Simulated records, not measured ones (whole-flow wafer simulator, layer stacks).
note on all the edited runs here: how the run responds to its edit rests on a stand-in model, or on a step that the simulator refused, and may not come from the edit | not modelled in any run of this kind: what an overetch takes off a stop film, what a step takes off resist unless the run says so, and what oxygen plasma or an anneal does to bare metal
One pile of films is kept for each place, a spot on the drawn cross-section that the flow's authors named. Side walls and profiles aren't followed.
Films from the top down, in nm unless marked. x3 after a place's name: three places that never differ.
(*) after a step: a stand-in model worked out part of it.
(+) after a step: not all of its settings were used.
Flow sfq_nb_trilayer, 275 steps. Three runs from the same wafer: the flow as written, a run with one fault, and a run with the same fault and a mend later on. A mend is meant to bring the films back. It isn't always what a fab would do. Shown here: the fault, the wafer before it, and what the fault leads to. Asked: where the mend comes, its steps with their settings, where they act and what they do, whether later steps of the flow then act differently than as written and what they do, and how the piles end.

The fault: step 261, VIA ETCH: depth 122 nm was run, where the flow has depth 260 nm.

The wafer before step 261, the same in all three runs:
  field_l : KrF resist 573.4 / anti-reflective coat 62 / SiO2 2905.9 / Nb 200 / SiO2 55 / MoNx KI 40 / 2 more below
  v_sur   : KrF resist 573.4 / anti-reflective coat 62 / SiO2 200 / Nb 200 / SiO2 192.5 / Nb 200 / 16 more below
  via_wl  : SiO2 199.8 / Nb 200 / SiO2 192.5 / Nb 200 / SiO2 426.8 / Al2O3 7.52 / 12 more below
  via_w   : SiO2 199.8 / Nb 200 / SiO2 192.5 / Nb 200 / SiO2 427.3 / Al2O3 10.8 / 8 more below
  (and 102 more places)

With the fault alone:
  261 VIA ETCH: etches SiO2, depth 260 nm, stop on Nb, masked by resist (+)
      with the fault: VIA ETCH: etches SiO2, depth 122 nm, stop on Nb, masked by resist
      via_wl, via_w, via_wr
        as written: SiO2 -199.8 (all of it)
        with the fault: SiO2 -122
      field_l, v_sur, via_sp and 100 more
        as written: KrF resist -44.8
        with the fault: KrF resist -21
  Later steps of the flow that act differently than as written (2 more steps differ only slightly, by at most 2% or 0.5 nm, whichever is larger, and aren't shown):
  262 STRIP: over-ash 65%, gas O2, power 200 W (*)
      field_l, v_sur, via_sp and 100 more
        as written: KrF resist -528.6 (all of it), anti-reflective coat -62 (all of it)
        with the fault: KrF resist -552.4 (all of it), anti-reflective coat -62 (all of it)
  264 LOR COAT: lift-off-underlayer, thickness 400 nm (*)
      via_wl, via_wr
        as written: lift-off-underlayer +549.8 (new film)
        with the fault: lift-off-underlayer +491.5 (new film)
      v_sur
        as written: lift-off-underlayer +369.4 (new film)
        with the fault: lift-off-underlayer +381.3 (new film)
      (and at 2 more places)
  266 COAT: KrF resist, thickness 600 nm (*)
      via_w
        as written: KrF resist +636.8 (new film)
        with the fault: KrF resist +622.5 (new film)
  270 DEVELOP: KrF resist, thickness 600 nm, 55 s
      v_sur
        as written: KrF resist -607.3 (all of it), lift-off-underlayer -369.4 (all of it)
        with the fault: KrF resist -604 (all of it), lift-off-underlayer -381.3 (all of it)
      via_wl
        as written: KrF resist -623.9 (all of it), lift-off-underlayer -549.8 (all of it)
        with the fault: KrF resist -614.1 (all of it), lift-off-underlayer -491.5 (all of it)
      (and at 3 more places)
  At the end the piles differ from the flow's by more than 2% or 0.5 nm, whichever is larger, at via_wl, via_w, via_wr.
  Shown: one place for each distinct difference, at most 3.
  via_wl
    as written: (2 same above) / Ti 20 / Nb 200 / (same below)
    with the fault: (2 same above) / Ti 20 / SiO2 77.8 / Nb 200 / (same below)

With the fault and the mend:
  The mend comes after step 262.
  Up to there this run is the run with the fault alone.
  262a COAT: anti-reflective coat, thickness 62 nm (*) (the flow's step 254 once more)
      p4_fl x3, p4_w1 x9, p4_g1 x2 and 63 more
        anti-reflective coat +62 (new film)
      res, r_end, moat and 8 more
        anti-reflective coat +61.8 (new film)
      jj_sur, ce_l, c5j, ce_r, sp_r, be_r, r_sur
        anti-reflective coat +61.7 (new film)
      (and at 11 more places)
  262b COAT: KrF resist, thickness 650 nm (*) (the flow's step 255 once more)
      p4_fl x3, p4_w1 x9, p4_g1 x2 and 63 more
        KrF resist +650 (new film)
      res, r_end, moat, field_r, lsp_l, l0_sur, l0v
        KrF resist +649.5 (new film)
      ln_m5, lsp_m, ln_m6, lsp_r
        KrF resist +649.6 (new film)
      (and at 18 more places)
  262c SOFTBAKE: KrF resist (the flow's step 256 once more)
      changes no film at any place that is followed
  262d EXPOSE: photomask I7, dose 11.93 mJ/cm2, NA 0.6, wavelength 248 nm (*) (the flow's step 257 once more)
      changes no film at any place that is followed
  262e PEB: KrF resist, 90 s (the flow's step 258 once more)
      jj_sur, ce_l, c5j and 92 more
        KrF resist -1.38
      v_sur, via_sp, via_v, wire, be, be_sur, gap
        KrF resist -1.37
      via_wl, via_wr
        KrF resist -1.5
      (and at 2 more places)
  262f DEVELOP: KrF resist, thickness 650 nm, 60 s (the flow's step 259 once more)
      field_l, v_sur, via_sp and 100 more
        KrF resist -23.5
      via_wl
        KrF resist -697 (all of it)
      via_w
        KrF resist -728.2 (all of it)
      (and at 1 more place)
  262g VIA ETCH: etches anti-reflective coat, depth 125 nm, masked by resist (+) (the flow's step 260 once more)
      field_l, v_sur, via_sp and 100 more
        KrF resist -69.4
      via_wl, via_wr
        anti-reflective coat -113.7 (all of it)
      via_w
        anti-reflective coat -78.7 (all of it), SiO2 -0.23
  262h VIA ETCH: etches SiO2, depth 138 nm, stop on Nb, masked by resist (+) (the flow's step 261 once more, with other settings)
      field_l, v_sur, via_sp and 100 more
        KrF resist -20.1
      via_wl, via_wr
        SiO2 -77.8 (all of it)
      via_w
        SiO2 -77.6 (all of it)
  262i STRIP: over-ash 65%, gas O2, power 200 W (*) (the flow's step 262 once more)
      p4_fl x3, p4_w1 x9, p4_g1 x2 and 63 more
        KrF resist -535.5 (all of it), anti-reflective coat -62 (all of it)
      moat, field_r, lsp_l, ln_m5, lsp_m, ln_m6, lsp_r, l0_sur
        KrF resist -535.1 (all of it), anti-reflective coat -61.8 (all of it)
      ce_r, sp_r, be_r
        KrF resist -534.9 (all of it), anti-reflective coat -61.7 (all of it)
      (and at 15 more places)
  No later step of the flow acts differently than as written at any place that is followed.
  At the end the piles are the same as the flow's at every place that both follow.
